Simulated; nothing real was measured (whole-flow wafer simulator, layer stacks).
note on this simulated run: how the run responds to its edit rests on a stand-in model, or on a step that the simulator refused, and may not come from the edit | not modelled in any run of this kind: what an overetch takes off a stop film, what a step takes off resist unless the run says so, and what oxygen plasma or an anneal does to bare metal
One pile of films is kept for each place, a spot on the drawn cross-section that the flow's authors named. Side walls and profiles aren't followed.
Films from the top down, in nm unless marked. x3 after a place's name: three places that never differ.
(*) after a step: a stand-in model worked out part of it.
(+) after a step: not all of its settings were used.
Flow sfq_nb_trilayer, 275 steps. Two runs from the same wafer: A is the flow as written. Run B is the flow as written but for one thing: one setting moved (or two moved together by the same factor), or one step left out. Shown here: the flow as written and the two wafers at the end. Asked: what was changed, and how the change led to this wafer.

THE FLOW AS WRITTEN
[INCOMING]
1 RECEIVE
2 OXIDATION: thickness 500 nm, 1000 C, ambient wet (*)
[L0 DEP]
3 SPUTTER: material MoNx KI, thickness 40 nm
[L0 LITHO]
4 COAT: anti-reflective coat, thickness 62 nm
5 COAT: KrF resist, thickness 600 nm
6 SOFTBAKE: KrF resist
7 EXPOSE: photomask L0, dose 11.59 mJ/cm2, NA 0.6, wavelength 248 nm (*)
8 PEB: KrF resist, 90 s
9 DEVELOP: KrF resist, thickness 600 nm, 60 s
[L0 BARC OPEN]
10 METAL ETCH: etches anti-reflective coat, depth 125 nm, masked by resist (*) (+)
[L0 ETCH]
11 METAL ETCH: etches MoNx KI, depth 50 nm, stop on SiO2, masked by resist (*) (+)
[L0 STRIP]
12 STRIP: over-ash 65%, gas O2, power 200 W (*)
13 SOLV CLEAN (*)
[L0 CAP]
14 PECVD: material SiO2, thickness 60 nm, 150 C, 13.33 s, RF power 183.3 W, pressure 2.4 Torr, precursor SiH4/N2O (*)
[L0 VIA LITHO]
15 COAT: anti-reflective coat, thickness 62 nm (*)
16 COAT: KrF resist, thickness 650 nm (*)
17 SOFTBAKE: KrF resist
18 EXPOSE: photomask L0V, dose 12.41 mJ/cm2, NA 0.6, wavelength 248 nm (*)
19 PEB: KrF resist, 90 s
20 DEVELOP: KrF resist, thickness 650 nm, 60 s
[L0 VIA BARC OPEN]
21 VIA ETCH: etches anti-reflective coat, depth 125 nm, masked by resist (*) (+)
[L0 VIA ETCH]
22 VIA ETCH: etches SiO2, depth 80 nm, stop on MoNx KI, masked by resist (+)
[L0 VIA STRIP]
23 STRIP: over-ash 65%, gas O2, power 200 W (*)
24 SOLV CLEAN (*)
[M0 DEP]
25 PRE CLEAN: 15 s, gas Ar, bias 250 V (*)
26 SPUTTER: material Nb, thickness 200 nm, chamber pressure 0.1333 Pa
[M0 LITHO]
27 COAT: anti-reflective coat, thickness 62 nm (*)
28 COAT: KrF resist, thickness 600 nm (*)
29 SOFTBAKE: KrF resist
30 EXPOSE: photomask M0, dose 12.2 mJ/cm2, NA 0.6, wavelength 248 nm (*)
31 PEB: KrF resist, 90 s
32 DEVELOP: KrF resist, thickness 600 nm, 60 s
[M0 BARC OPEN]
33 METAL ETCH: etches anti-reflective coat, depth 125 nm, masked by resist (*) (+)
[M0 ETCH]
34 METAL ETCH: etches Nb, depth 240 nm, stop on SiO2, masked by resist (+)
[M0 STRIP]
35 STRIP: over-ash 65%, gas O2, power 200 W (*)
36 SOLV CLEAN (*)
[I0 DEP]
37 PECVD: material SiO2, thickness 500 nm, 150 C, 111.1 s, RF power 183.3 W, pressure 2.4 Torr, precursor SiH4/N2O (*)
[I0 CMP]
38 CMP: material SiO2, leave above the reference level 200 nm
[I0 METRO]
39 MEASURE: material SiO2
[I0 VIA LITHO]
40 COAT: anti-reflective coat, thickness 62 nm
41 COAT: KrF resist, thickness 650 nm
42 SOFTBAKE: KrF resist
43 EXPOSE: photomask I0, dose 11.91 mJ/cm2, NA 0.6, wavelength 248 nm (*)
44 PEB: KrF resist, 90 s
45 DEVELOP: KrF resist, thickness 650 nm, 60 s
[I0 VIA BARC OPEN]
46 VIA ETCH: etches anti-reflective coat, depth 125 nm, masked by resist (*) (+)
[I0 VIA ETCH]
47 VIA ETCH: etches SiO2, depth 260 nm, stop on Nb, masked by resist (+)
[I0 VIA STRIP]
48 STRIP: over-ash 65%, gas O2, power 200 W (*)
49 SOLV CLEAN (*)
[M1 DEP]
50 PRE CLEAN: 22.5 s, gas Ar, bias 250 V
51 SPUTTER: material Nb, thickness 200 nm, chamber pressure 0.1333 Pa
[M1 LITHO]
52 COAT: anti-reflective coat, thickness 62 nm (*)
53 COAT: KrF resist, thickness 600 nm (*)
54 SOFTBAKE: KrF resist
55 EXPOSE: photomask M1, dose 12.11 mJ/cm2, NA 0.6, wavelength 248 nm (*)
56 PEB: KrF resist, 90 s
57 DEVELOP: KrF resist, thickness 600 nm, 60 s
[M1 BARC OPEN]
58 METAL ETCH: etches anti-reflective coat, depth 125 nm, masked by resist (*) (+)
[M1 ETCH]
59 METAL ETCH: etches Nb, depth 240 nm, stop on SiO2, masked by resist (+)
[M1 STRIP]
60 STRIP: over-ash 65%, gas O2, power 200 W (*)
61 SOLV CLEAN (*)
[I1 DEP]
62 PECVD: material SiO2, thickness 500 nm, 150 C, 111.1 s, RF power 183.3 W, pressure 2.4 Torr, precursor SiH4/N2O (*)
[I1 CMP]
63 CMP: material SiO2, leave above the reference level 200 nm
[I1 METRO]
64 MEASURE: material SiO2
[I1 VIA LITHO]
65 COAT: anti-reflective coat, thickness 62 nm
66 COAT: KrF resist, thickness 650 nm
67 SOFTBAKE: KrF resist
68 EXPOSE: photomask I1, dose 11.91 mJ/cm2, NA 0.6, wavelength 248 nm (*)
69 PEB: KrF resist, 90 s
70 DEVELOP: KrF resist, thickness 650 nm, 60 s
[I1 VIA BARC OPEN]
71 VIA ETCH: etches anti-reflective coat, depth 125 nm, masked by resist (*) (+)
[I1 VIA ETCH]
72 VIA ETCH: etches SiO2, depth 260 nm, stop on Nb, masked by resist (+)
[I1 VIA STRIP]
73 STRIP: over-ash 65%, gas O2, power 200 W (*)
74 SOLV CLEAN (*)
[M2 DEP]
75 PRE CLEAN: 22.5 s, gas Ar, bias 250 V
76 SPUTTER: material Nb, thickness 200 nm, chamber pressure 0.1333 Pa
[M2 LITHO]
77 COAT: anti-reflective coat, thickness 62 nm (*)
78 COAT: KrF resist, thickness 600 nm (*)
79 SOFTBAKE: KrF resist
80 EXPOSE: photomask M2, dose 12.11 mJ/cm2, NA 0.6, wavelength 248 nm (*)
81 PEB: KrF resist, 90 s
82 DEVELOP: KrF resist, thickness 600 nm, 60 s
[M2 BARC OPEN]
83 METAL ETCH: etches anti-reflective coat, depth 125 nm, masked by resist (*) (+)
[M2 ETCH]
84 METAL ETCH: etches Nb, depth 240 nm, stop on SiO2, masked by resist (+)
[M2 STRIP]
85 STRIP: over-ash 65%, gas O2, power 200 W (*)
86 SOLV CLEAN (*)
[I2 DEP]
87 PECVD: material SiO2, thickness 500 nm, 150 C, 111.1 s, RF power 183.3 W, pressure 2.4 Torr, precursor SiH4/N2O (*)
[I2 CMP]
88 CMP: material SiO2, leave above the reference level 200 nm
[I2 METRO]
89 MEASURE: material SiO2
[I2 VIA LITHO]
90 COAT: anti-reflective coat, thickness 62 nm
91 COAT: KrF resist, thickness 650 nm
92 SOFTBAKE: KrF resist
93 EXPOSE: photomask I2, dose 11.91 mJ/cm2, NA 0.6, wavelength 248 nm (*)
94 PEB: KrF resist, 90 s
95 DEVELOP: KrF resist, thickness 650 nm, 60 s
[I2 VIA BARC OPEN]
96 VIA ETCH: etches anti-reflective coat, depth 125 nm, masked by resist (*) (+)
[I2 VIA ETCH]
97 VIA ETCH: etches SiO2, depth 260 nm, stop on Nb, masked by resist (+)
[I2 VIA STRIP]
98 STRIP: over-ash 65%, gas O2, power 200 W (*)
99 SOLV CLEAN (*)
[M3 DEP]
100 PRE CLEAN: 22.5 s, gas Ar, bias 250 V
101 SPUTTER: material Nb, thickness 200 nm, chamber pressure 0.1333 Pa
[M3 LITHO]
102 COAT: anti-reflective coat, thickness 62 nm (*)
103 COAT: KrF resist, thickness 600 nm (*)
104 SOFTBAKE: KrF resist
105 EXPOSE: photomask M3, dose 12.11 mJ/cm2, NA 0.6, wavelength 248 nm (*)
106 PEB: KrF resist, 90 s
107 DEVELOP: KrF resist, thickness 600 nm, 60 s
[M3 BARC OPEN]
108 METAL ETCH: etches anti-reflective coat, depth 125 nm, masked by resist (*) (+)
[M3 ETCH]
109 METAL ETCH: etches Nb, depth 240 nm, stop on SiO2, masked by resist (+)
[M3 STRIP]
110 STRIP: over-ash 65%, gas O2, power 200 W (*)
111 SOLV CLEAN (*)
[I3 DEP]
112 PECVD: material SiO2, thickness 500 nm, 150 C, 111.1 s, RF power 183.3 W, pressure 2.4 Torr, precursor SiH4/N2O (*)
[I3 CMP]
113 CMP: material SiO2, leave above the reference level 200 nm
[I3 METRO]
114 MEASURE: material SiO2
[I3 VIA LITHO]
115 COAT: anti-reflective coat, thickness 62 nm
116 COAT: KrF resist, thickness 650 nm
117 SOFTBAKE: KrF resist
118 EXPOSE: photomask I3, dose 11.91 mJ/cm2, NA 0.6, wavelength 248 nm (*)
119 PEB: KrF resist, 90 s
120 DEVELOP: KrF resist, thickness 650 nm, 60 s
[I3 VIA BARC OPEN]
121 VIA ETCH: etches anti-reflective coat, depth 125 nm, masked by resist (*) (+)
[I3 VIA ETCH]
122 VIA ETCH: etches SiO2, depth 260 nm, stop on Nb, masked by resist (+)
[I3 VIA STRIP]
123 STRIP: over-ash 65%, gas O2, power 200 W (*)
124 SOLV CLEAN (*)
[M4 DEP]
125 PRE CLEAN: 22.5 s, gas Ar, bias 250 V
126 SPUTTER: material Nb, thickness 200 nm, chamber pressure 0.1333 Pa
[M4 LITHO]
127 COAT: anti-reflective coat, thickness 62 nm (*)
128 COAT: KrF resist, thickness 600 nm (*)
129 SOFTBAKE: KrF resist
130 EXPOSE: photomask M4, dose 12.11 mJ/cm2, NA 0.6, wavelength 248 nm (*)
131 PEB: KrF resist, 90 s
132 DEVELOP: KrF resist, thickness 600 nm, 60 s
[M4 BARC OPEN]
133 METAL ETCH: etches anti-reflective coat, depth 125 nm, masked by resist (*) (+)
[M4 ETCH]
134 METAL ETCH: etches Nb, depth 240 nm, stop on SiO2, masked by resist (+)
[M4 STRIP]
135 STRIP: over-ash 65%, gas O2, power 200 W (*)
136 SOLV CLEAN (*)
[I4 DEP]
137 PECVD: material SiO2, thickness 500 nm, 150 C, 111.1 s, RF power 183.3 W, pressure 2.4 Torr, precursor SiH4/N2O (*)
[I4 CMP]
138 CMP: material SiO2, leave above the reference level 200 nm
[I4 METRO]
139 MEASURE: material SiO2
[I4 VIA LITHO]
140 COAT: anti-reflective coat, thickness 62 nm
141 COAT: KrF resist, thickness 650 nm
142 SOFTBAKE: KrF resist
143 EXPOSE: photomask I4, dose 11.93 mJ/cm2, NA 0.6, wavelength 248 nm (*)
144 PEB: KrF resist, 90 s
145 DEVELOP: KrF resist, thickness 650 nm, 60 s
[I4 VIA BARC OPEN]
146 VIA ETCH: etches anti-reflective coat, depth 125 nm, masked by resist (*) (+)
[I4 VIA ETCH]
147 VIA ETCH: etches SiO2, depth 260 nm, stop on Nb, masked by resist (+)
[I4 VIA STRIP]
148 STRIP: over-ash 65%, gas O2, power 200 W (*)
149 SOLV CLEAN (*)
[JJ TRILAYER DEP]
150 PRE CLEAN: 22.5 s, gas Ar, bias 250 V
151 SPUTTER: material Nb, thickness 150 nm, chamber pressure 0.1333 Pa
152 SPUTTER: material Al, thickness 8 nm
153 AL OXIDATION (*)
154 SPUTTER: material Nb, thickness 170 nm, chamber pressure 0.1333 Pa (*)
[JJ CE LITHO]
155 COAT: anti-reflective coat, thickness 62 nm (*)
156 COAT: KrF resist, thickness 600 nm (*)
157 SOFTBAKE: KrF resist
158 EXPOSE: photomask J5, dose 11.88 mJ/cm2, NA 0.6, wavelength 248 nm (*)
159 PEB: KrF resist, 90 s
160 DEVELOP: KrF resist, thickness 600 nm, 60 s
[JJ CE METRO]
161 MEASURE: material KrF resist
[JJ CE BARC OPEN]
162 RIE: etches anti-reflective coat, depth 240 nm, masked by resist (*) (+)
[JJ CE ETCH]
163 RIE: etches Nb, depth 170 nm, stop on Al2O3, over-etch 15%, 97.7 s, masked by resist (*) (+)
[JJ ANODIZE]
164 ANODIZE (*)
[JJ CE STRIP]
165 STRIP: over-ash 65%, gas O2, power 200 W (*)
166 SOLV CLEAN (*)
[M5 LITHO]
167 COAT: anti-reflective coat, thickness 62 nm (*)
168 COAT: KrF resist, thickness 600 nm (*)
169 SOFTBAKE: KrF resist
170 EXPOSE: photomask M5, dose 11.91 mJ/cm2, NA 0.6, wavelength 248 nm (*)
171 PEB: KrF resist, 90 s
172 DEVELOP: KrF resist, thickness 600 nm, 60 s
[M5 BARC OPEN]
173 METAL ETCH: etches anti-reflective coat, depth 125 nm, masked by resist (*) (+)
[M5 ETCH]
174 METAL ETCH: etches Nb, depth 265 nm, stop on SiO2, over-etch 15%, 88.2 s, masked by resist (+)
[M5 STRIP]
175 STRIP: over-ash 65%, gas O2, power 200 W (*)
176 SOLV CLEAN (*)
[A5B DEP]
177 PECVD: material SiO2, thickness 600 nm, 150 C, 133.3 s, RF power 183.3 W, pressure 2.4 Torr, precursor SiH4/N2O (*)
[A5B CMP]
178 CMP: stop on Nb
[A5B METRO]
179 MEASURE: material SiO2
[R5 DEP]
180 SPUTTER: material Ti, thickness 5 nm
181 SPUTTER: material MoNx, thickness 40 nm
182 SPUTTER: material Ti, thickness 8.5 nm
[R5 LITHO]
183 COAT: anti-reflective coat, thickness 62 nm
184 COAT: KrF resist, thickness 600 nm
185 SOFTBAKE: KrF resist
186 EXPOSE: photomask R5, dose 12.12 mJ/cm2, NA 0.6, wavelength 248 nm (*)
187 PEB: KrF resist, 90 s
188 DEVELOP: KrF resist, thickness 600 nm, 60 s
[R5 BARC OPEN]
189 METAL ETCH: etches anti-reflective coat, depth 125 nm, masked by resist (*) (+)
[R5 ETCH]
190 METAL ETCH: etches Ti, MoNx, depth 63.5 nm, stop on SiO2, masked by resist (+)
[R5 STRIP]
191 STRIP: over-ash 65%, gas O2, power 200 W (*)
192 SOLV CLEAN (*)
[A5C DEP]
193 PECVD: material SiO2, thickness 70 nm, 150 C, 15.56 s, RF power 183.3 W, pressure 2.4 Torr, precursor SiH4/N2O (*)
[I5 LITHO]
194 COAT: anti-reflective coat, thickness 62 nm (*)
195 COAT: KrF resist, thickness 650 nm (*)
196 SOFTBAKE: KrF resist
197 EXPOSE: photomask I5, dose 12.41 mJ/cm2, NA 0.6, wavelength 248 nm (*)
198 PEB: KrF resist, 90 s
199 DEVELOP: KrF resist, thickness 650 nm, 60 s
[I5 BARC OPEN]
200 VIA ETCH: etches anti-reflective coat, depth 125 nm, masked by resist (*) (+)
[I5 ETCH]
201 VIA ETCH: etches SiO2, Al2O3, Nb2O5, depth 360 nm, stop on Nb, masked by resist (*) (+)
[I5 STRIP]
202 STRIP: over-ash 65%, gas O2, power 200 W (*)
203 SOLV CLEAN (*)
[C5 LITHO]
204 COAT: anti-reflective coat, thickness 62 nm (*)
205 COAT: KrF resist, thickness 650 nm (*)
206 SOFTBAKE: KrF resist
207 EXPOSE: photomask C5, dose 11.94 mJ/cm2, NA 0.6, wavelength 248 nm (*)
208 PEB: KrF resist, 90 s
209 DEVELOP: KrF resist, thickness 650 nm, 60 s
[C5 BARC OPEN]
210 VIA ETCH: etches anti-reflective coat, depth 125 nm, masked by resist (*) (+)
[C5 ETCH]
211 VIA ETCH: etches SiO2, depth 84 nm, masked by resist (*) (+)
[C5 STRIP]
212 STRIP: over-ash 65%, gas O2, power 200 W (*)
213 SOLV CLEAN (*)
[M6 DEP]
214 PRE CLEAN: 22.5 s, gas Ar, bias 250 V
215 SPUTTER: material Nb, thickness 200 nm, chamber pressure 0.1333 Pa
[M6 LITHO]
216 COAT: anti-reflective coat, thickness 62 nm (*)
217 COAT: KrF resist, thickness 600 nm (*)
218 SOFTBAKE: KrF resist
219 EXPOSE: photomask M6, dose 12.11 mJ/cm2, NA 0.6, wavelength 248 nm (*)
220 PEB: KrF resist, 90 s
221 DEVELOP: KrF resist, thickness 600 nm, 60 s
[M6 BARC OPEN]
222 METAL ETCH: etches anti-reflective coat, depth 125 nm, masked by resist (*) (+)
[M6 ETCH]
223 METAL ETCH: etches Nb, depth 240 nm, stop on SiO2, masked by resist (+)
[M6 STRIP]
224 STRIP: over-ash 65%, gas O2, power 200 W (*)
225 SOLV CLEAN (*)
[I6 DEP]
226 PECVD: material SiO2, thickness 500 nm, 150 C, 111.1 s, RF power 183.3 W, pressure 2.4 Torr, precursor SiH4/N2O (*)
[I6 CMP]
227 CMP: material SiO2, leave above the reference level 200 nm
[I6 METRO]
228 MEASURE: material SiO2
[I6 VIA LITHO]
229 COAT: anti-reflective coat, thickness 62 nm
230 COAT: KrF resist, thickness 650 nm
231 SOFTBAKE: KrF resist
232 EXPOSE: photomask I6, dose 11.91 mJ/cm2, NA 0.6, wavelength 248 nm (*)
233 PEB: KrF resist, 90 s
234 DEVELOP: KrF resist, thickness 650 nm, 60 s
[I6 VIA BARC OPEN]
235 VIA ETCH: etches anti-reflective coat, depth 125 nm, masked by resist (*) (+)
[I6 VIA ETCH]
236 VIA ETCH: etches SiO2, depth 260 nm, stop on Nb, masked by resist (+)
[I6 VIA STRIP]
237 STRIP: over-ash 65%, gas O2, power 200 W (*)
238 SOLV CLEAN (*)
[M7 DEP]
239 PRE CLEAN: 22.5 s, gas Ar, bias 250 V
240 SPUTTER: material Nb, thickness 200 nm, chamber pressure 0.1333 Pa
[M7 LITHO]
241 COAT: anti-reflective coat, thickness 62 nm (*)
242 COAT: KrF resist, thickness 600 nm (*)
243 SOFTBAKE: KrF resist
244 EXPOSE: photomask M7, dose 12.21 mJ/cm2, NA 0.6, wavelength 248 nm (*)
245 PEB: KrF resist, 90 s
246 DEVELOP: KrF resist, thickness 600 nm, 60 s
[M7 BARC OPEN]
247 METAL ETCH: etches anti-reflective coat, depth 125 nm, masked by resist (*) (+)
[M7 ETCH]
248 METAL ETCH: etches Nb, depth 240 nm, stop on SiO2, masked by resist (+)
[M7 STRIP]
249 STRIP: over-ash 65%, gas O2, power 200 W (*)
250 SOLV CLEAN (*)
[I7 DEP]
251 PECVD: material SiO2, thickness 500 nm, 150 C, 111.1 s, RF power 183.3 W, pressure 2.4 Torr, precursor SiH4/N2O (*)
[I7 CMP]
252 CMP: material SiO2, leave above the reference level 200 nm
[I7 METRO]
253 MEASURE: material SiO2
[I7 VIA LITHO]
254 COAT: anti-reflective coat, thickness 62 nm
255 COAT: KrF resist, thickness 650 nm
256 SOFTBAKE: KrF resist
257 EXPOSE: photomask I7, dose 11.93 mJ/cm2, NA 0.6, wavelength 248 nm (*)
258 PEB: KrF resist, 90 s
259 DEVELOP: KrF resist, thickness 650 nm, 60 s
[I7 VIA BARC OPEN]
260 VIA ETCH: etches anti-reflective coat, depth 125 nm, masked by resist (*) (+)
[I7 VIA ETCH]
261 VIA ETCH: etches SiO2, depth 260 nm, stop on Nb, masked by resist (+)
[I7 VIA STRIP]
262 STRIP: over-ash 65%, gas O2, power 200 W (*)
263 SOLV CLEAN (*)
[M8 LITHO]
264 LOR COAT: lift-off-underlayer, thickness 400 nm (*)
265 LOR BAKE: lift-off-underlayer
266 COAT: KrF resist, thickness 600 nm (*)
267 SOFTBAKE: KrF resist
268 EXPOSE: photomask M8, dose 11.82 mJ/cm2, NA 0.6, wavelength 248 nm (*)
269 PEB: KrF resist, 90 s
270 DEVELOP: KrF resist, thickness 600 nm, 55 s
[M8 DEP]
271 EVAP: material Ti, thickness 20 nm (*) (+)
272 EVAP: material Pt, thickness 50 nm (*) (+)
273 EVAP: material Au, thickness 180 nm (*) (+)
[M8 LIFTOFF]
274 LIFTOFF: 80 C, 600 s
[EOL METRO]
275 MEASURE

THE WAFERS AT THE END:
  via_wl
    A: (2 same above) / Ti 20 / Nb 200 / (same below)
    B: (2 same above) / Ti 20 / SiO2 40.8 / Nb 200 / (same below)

The cause: step 261, VIA ETCH: depth 159 nm was run, where the flow has depth 260 nm.

How the change led to this, step by step:
  261 VIA ETCH: etches SiO2, depth 260 nm, stop on Nb, masked by resist (+)
      via_wl, via_w, via_wr: A SiO2 -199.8 (all of it) | B SiO2 -159
      field_l, v_sur, via_sp and 100 more: A KrF resist -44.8 | B KrF resist -27.4
  262 STRIP: over-ash 65%, gas O2, power 200 W (*)
      field_l, v_sur, via_sp and 100 more: A KrF resist -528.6 (all of it), anti-reflective coat -62 (all of it) | B KrF resist -546 (all of it), anti-reflective coat -62 (all of it)
  264 LOR COAT: lift-off-underlayer, thickness 400 nm (*)
      via_wl, via_wr: A lift-off-underlayer +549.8 (new film) | B lift-off-underlayer +519.2 (new film)
      via_w: A lift-off-underlayer +536.4 (new film) | B lift-off-underlayer +508.6 (new film)
  270 DEVELOP: KrF resist, thickness 600 nm, 55 s
      via_wl: A KrF resist -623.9 (all of it), lift-off-underlayer -549.8 (all of it) | B KrF resist -618.7 (all of it), lift-off-underlayer -519.2 (all of it)
      via_w: A KrF resist -635.4 (all of it), lift-off-underlayer -536.4 (all of it) | B KrF resist -628 (all of it), lift-off-underlayer -508.6 (all of it)
      (and at 1 more place)
Counting metal films that touch as one body, via_wl has 8 bodies (between them, from the top down: SiO2 40.8; SiO2 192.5; SiO2 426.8 / Al2O3 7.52 / Nb2O5 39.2; SiO2 192.5; SiO2 192.5; SiO2 192.5; SiO2 192.5); the flow as written gives 7 bodies (between them, from the top down: SiO2 192.5; SiO2 426.8 / Al2O3 7.52 / Nb2O5 39.2; SiO2 192.5; SiO2 192.5; SiO2 192.5; SiO2 192.5).
